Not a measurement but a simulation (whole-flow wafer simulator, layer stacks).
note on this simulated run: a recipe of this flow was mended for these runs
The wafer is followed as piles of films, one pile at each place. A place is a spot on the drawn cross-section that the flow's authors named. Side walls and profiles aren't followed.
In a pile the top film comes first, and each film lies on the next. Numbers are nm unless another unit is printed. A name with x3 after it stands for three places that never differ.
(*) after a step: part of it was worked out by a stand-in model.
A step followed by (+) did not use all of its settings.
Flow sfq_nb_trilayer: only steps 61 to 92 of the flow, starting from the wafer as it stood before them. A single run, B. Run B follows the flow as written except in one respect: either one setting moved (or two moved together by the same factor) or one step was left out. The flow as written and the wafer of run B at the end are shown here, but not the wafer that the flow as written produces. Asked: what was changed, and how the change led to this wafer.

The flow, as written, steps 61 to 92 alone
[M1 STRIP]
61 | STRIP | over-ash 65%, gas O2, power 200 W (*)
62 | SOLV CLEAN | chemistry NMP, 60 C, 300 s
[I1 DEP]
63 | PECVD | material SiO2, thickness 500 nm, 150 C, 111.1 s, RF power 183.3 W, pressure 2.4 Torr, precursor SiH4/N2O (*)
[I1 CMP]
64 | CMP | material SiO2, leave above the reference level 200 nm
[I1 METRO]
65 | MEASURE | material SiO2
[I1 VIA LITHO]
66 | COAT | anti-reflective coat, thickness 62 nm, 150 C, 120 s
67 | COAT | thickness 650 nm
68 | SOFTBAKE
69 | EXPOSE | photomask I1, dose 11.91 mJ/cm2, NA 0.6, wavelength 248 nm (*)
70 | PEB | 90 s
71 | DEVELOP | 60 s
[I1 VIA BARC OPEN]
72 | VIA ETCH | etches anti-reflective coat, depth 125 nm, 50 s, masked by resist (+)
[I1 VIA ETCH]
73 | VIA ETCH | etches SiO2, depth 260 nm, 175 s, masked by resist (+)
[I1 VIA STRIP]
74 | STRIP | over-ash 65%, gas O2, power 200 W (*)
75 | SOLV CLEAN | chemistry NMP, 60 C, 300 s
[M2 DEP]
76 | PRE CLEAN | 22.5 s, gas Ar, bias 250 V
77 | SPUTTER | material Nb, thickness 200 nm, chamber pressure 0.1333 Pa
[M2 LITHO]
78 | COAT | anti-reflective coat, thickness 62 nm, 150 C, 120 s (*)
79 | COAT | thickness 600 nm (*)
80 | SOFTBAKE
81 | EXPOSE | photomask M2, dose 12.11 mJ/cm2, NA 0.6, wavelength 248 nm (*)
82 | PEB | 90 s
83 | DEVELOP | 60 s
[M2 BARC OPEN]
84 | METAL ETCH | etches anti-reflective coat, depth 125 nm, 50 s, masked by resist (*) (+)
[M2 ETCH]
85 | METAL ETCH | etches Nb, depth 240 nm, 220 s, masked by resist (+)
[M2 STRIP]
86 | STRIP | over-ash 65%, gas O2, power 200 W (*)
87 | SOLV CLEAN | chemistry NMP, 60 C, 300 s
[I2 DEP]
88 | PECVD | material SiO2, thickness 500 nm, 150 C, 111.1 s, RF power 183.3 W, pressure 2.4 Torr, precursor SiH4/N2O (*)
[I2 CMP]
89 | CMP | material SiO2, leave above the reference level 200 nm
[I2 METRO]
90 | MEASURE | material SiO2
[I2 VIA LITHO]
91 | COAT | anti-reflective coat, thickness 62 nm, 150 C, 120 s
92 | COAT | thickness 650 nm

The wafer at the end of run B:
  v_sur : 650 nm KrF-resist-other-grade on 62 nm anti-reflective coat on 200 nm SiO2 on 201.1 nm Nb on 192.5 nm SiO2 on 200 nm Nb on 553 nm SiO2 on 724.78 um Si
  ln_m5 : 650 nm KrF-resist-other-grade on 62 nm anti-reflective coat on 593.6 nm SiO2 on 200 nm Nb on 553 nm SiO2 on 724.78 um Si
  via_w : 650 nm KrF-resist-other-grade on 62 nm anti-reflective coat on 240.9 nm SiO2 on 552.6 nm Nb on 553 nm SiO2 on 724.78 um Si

Cause: step 63, PECVD: material SiO2, thickness 500 nm, 150 C, 111.1 s, RF power 183.3 W, pressure 2.4 Torr, precursor SiH4/N2O (*), was skipped.

The path from the change to this, step by step:
  64 | CMP | material SiO2, leave above the reference level 200 nm
      field_l, be, be_sur and 72 more: nothing (it would be, as written: SiO2 loses 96)
      v_sur, via_wl, via_wr and 20 more: Nb loses 192.5 (it would be, as written: SiO2 loses 300)
      (also at 8 further places)
  66 | COAT | anti-reflective coat, thickness 62 nm, 150 C, 120 s
      lsp_l, lsp_m, m0r_space_l, m0r_space_r, r5r_line_c, m6r_space_l x2, m6r_space_r x2: anti-reflective coat gains 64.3 (new film) (it would be, as written: anti-reflective coat gains 62 (new film))
      m0r_line_l x3, m0r_line_r x3: anti-reflective coat gains 63.5 (new film) (it would be, as written: anti-reflective coat gains 62 (new film))
      (also at 33 further places)
  73 | VIA ETCH | etches SiO2, depth 260 nm, 175 s, masked by resist (+)
      via_v: Nb loses 7.5 (all of it), SiO2 loses 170 (it would be, as written: SiO2 loses 199.7 (all of it), Nb loses 5.03)
  74 | STRIP | over-ash 65%, gas O2, power 200 W (*)
      m0r_space_l, m0r_space_r, r5r_line_c, m6r_space_l x2, m6r_space_r x2: KrF-resist-other-grade loses 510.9 (all of it), anti-reflective coat loses 64.3 (all of it) (it would be, as written: KrF-resist-other-grade loses 510.8 (all of it), anti-reflective coat loses 62 (all of it))
      m0r_line_l x3, m0r_line_r x3: KrF-resist-other-grade loses 511.6 (all of it), anti-reflective coat loses 63.5 (all of it) (it would be, as written: KrF-resist-other-grade loses 510.8 (all of it), anti-reflective coat loses 62 (all of it))
      (also at 35 further places)
  76 | PRE CLEAN | 22.5 s, gas Ar, bias 250 V
      v_sur, via_wl, via_w and 20 more: Nb loses 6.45 (it would be, as written: SiO2 loses 7.5)
      via_v: SiO2 loses 7.5 (it would be, as written: Nb loses 6.45)
  77 | SPUTTER | material Nb, thickness 200 nm, chamber pressure 0.1333 Pa
      v_sur, via_wl, via_wr and 19 more: Nb gains 200 (it would be, as written: Nb gains 200 (new film))
      via_w: Nb gains 197.8 (it would be, as written: Nb gains 200 (new film))
      (also at 1 further place)
  78 | COAT | anti-reflective coat, thickness 62 nm, 150 C, 120 s (*)
      p4_fm, m0r_line_l x3, m0r_line_r x3: anti-reflective coat gains 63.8 (new film) (it would be, as written: anti-reflective coat gains 62 (new film))
      m0r_space_l, m0r_space_r, r5r_line_c, m6r_space_l x2, m6r_space_r x2: anti-reflective coat gains 64.7 (new film) (it would be, as written: anti-reflective coat gains 62 (new film))
      (also at 36 further places)
  79 | COAT | thickness 600 nm (*)
      via_v: KrF-resist-other-grade gains 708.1 (new film) (it would be, as written: KrF-resist-other-grade gains 733.8 (new film))
  84 | METAL ETCH | etches anti-reflective coat, depth 125 nm, 50 s, masked by resist (*) (+)
      p4_fm, m0r_line_l x3, m0r_line_r x3: anti-reflective coat loses 63.8 (all of it) (it would be, as written: anti-reflective coat loses 62 (all of it))
      m0r_space_l, m0r_space_r, r5r_line_c, m6r_space_l x2, m6r_space_r x2: anti-reflective coat loses 64.7 (all of it) (it would be, as written: anti-reflective coat loses 62 (all of it))
      (also at 26 further places)
  86 | STRIP | over-ash 65%, gas O2, power 200 W (*)
      v_sur: KrF-resist-other-grade loses 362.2 (all of it), anti-reflective coat loses 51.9 (all of it) (it would be, as written: KrF-resist-other-grade loses 360.6 (all of it), anti-reflective coat loses 64.8 (all of it))
      via_wl: KrF-resist-other-grade loses 360.1 (all of it), anti-reflective coat loses 53.7 (all of it) (it would be, as written: KrF-resist-other-grade loses 357.4 (all of it), anti-reflective coat loses 67.7 (all of it))
      (also at 8 further places)
  88 | PECVD | material SiO2, thickness 500 nm, 150 C, 111.1 s, RF power 183.3 W, pressure 2.4 Torr, precursor SiH4/N2O (*)
      via_v: SiO2 gains 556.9 (new film) (it would be, as written: SiO2 gains 612.8 (new film))
  89 | CMP | material SiO2, leave above the reference level 200 nm
      field_l, be, be_sur and 79 more: SiO2 loses 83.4 (it would be, as written: SiO2 loses 96)
      via_w: SiO2 loses 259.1 (it would be, as written: SiO2 loses 300)
      (also at 1 further place)
If metal films that touch count as one body, v_sur has 2 bodies (between them, from the top down: SiO2 192.5); the flow as written gives 3 bodies (between them, from the top down: SiO2 192.5; SiO2 192.5).
If metal films that touch count as one body, ln_m5 has 1 body; the flow as written gives 2 bodies (between them, from the top down: SiO2 192.5).
If metal films that touch count as one body, via_w has 1 body; the flow as written gives 2 bodies (between them, from the top down: SiO2 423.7).
